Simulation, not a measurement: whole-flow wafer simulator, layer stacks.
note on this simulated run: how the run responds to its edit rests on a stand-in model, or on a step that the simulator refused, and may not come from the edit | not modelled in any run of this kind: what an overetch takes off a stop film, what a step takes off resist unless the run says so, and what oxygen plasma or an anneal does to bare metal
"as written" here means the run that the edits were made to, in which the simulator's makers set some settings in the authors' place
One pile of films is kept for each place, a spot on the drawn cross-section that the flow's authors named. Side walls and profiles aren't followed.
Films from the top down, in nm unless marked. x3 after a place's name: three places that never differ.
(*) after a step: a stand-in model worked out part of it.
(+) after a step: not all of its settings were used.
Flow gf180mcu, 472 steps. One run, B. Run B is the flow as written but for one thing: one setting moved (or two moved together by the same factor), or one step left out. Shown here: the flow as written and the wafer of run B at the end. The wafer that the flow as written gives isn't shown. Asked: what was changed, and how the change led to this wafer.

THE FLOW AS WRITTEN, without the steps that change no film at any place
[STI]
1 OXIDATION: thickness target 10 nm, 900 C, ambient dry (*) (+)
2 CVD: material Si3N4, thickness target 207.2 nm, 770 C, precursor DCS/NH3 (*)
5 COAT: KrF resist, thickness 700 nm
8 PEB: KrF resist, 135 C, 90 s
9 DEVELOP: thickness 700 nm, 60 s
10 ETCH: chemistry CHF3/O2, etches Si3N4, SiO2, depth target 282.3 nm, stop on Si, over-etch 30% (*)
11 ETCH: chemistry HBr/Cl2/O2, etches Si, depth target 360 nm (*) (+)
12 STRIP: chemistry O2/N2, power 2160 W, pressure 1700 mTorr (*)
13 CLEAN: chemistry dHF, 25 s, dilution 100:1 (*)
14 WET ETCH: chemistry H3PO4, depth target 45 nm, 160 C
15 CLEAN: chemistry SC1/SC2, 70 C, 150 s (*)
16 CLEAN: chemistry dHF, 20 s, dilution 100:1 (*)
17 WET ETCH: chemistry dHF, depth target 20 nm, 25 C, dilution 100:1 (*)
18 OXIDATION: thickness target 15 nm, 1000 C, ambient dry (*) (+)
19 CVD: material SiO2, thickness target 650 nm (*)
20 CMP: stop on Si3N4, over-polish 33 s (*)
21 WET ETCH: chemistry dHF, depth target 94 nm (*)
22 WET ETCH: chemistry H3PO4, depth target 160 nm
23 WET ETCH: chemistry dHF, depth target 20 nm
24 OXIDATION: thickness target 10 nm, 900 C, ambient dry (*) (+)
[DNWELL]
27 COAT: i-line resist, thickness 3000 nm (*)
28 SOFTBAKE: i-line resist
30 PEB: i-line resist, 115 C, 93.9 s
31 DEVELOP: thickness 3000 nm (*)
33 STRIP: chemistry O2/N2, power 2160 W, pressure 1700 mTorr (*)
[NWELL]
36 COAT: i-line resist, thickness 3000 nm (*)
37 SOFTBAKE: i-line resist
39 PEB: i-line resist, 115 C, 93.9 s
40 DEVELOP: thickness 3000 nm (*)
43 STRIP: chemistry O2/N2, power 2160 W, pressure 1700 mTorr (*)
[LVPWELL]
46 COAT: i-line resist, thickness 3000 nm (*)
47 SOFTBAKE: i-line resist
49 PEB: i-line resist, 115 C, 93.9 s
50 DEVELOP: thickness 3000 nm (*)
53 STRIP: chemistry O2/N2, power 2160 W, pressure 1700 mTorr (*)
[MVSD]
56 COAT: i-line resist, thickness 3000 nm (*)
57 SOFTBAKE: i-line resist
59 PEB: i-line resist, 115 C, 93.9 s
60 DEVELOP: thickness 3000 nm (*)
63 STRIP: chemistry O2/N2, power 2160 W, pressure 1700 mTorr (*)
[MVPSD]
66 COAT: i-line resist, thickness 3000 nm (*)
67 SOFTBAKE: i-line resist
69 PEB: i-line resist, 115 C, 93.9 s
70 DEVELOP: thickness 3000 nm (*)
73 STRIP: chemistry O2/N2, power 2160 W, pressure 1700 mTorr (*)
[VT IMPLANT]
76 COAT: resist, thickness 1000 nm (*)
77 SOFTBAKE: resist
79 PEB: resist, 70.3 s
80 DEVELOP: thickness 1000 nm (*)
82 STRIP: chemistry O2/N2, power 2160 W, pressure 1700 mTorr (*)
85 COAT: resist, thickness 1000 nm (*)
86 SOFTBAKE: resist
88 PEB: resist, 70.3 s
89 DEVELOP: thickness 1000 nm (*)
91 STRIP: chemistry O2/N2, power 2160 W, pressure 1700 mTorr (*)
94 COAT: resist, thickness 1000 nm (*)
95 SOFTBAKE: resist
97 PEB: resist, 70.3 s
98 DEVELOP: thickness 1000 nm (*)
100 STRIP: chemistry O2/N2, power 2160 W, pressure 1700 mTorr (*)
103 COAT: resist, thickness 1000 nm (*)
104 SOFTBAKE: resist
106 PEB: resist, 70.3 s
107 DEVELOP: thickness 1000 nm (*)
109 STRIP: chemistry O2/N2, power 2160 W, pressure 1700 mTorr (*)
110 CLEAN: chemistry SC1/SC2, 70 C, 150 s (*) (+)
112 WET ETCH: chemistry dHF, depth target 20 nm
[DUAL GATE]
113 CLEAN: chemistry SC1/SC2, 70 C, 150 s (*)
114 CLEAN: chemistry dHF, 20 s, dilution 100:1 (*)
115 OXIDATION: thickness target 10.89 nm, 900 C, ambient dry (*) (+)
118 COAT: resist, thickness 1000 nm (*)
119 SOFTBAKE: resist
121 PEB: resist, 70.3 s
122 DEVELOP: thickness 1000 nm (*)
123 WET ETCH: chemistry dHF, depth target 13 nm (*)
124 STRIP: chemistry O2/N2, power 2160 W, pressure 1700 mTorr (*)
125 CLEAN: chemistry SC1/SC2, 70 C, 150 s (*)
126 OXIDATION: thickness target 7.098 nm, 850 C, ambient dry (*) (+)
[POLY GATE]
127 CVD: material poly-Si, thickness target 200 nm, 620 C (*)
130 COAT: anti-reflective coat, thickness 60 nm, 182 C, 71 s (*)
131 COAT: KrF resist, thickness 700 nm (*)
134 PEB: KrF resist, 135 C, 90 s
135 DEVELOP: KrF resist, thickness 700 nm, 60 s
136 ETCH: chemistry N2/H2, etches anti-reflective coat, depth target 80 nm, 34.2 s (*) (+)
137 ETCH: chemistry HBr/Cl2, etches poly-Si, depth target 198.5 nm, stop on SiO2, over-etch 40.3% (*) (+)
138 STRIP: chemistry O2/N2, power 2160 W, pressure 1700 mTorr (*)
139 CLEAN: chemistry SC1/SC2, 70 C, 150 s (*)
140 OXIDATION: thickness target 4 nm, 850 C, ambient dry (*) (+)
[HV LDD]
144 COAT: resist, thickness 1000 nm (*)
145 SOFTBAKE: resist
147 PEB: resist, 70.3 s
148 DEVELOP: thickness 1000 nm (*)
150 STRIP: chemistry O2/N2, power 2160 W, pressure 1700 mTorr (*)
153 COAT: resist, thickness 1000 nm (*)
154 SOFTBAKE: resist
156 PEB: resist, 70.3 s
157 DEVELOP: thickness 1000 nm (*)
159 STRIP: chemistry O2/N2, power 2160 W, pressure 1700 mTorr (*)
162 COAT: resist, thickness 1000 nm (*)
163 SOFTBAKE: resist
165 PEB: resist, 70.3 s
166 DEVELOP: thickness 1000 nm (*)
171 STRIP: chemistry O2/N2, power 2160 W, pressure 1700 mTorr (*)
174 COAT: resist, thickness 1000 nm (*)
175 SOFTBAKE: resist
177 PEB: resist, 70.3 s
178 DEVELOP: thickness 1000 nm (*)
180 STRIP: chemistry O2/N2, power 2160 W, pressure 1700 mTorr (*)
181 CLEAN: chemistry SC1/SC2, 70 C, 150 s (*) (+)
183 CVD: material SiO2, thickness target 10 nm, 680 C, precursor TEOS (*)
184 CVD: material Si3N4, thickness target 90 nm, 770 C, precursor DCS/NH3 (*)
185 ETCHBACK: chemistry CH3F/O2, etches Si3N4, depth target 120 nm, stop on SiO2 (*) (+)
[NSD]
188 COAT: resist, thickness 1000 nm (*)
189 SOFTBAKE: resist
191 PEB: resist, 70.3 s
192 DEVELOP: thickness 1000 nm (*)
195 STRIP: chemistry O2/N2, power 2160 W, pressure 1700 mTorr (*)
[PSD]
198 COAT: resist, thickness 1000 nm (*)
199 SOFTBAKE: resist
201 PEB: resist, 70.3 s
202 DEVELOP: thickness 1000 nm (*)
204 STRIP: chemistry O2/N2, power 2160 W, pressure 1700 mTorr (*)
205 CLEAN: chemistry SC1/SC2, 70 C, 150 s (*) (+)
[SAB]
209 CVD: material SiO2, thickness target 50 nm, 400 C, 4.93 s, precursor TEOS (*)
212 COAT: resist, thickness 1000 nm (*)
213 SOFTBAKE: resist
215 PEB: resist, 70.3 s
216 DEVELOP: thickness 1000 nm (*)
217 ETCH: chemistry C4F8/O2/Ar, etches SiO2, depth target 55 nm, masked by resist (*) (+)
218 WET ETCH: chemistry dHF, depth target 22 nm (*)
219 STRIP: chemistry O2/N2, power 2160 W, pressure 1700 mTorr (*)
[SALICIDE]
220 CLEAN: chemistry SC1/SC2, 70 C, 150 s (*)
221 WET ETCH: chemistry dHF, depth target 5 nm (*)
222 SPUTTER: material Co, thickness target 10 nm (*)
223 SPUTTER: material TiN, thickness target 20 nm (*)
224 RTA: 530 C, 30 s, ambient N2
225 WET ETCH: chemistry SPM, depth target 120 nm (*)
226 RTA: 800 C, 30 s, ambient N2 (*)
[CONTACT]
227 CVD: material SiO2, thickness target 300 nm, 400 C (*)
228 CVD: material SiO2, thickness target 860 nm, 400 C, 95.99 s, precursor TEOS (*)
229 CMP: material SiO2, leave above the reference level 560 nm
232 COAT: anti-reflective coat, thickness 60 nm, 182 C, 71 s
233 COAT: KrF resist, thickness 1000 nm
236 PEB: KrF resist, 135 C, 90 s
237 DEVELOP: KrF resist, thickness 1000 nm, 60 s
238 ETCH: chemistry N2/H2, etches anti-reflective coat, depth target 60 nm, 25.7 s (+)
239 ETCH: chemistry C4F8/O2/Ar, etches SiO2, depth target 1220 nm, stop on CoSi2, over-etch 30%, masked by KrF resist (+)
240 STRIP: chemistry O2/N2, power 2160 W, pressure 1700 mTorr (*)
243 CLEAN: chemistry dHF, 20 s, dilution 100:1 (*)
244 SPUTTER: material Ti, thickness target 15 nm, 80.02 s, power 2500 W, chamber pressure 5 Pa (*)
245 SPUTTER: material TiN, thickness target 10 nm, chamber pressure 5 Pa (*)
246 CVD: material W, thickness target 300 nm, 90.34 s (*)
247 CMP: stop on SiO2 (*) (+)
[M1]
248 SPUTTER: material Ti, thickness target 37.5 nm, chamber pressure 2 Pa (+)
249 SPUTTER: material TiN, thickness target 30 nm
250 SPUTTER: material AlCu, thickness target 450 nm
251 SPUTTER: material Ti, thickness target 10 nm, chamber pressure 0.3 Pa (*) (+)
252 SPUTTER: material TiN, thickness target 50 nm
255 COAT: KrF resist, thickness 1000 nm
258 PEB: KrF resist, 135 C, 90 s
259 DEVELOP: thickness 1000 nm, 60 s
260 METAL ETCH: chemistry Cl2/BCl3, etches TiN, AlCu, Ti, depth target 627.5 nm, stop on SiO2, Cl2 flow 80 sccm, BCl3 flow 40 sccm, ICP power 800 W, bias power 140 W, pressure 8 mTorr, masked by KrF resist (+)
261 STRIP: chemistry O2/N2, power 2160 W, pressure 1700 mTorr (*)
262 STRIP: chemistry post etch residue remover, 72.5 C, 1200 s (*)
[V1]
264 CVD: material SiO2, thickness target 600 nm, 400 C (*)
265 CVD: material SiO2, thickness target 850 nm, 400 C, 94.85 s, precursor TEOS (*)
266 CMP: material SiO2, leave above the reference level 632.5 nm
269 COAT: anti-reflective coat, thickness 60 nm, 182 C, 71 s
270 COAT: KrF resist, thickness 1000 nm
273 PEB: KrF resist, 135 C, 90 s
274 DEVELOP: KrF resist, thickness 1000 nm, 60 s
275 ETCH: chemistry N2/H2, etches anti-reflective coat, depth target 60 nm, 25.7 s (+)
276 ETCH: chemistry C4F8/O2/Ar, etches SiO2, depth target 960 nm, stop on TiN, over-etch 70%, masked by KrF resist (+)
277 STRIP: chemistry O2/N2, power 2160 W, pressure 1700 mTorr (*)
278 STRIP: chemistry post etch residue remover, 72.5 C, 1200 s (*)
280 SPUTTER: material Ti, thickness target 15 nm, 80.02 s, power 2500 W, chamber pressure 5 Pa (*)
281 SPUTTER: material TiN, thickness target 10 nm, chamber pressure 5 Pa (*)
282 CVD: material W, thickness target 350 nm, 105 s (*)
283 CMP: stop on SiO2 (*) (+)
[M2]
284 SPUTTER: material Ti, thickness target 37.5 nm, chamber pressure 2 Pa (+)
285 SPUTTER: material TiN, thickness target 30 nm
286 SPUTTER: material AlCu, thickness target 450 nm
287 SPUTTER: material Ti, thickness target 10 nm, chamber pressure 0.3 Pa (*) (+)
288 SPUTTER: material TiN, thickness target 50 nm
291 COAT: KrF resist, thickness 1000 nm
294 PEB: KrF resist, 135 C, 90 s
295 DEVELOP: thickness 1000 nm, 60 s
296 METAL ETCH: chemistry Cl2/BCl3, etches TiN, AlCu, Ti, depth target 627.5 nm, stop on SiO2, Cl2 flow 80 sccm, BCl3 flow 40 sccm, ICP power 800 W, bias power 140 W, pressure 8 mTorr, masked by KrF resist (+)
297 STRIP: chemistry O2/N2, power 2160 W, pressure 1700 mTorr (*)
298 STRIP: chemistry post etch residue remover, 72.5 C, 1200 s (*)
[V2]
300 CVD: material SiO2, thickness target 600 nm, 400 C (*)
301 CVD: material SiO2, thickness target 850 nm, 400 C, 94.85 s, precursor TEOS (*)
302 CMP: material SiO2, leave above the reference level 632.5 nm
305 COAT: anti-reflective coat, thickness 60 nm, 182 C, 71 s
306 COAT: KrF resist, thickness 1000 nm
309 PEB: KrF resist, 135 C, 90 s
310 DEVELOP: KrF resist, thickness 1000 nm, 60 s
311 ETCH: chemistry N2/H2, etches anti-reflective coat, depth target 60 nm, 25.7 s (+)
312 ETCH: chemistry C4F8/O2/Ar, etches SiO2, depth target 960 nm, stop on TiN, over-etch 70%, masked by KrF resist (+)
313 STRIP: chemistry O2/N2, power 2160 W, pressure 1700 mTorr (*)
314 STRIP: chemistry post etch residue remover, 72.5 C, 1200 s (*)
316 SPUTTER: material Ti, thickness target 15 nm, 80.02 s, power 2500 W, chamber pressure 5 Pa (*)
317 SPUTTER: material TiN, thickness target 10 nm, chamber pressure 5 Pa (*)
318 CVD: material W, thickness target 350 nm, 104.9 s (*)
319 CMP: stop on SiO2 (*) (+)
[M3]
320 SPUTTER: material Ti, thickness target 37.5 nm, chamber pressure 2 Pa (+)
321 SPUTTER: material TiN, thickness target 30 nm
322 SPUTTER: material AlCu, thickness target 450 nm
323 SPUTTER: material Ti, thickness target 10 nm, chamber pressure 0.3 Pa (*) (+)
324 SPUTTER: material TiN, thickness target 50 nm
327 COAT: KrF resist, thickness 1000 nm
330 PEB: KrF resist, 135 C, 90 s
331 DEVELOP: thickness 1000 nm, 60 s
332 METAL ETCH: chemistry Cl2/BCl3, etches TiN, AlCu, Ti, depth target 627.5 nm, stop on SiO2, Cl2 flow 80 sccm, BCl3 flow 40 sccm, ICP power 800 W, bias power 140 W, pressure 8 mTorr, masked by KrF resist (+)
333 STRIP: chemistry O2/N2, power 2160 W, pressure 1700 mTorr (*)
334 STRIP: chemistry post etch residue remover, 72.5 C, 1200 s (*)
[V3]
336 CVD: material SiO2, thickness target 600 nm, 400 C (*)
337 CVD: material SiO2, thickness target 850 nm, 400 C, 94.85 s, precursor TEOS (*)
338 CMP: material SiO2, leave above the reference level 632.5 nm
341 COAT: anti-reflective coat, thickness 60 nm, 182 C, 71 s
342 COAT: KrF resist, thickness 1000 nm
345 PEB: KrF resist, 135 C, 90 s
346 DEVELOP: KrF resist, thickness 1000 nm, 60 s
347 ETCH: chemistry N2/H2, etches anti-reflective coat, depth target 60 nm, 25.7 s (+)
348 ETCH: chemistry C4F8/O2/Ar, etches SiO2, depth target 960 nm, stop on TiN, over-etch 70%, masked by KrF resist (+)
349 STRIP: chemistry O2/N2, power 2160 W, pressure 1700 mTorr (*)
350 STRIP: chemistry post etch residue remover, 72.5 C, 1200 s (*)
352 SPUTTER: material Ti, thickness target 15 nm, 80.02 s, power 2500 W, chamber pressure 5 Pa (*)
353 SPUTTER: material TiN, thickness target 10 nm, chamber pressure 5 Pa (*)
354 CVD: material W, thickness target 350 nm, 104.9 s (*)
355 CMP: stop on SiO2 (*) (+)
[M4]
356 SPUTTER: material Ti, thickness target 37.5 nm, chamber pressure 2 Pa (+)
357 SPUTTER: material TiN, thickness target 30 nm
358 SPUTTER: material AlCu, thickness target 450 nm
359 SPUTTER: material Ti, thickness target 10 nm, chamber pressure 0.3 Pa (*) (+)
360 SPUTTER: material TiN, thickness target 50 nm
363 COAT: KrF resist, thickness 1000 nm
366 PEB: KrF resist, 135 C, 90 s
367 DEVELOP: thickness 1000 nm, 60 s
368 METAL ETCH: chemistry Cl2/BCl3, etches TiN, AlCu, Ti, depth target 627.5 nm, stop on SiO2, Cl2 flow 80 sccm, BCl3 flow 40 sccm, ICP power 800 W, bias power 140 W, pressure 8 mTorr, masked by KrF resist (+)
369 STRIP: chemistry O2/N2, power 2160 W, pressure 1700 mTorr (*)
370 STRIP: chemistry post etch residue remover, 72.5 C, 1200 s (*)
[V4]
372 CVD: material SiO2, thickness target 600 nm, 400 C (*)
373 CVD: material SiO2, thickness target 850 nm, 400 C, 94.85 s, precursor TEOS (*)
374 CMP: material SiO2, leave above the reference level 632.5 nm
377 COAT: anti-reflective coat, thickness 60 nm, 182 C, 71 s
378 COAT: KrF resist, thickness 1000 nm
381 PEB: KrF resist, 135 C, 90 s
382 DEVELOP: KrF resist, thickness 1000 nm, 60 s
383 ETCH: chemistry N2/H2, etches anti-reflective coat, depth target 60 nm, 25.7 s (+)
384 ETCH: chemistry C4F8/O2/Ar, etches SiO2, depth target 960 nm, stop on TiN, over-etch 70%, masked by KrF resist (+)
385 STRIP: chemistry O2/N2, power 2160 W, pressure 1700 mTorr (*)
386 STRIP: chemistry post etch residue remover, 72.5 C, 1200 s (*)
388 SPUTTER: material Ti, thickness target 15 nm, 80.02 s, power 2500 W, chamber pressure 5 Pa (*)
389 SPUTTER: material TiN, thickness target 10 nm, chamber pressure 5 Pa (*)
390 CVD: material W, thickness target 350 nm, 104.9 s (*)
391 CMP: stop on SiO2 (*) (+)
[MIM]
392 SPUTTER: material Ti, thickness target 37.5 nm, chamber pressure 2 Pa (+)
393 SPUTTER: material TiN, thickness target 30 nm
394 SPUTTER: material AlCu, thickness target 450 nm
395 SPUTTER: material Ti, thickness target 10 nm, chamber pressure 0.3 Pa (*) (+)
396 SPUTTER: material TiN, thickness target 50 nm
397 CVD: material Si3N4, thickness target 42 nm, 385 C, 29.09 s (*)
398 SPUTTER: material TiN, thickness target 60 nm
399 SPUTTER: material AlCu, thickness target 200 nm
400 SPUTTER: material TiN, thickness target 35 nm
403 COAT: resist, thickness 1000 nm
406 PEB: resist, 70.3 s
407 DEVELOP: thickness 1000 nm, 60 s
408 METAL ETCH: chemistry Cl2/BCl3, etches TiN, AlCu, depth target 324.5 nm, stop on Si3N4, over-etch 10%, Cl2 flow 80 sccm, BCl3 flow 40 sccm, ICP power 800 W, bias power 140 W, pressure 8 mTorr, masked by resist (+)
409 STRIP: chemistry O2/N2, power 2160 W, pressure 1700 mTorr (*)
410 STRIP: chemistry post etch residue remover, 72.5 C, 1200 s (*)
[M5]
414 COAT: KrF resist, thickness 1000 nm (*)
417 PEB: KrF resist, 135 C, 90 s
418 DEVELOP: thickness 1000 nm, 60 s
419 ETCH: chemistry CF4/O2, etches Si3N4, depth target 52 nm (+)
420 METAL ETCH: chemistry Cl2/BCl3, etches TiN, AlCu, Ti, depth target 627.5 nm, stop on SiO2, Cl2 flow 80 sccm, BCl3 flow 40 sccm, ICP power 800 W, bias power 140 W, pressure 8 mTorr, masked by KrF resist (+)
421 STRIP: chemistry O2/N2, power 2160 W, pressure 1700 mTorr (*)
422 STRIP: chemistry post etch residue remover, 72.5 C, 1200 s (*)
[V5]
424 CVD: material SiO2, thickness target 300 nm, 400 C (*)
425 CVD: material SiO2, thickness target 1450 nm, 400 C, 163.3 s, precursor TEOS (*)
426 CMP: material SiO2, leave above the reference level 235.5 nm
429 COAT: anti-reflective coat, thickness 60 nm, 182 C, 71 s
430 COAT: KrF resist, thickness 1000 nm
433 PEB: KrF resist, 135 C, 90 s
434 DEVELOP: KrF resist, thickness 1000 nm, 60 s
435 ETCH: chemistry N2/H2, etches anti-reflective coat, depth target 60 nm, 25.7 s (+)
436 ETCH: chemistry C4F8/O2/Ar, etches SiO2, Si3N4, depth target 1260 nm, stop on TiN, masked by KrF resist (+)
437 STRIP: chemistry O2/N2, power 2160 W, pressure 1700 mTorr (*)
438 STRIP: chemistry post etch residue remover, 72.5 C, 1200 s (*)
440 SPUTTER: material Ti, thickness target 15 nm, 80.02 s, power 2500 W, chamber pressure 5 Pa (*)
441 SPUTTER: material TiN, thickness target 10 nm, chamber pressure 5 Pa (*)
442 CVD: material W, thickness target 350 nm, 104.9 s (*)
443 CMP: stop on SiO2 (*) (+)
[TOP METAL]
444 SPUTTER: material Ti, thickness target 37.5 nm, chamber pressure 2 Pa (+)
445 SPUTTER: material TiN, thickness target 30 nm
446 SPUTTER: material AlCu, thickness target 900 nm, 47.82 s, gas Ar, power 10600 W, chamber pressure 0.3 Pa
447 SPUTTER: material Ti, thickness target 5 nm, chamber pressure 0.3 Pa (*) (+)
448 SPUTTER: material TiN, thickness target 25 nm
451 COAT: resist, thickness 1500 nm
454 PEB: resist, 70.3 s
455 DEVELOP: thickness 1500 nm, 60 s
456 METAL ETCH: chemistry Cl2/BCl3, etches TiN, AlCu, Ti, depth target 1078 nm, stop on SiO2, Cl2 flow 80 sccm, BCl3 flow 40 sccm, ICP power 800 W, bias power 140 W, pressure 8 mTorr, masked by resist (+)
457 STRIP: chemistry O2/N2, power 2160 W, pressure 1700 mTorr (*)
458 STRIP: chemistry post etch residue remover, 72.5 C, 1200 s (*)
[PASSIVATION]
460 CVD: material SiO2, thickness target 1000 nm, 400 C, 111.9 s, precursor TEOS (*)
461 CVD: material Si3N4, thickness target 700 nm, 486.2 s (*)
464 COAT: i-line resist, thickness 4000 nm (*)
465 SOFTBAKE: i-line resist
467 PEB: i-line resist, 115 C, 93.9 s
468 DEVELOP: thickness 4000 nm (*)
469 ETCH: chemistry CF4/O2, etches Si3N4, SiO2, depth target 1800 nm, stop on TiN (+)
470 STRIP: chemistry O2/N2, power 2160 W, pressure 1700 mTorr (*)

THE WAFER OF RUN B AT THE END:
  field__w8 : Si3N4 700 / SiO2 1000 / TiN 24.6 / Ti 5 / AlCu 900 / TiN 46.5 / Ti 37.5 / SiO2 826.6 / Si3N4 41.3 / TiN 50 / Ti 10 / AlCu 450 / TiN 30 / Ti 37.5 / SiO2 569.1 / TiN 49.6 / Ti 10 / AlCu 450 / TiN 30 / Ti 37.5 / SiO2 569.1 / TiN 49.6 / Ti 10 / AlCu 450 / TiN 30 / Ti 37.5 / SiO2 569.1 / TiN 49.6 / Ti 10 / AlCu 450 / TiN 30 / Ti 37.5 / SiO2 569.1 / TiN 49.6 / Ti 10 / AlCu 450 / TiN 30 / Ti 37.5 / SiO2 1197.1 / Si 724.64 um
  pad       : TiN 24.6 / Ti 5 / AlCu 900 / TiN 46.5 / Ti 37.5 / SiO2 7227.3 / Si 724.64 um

The cause: step 445, SPUTTER: thickness target 46.5 nm was run, where the flow has thickness target 30 nm.
It can be read off the wafer: field__w8 has TiN 46.5, and step 445 as written asks for 30 nm.

How the change led to this, step by step:
  445 SPUTTER: material TiN, thickness target 30 nm
      field, field__w1, field__w2 and 109 more: TiN +46.5 (new film) (as written it would be: TiN +30 (new film))
  456 METAL ETCH: chemistry Cl2/BCl3, etches TiN, AlCu, Ti, depth target 1078 nm, stop on SiO2, Cl2 flow 80 sccm, BCl3 flow 40 sccm, ICP power 800 W, bias power 140 W, pressure 8 mTorr, masked by resist (+)
      field, field__w1, field__w2 and 103 more: TiN -25 (all of it), Ti -5 (all of it), AlCu -900 (all of it), TiN -46.5 (all of it), Ti -37.5 (all of it) (as written it would be: TiN -25 (all of it), Ti -5 (all of it), AlCu -900 (all of it), TiN -30 (all of it), Ti -37.5 (all of it))
  465 SOFTBAKE: i-line resist
      gate: i-line resist -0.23 (as written it would be: i-line resist +1.79)
      ld_acc_p, ld_fp_p, ld_drift_p: i-line resist +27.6 (as written it would be: i-line resist +33.8)
      (and at 62 more places)
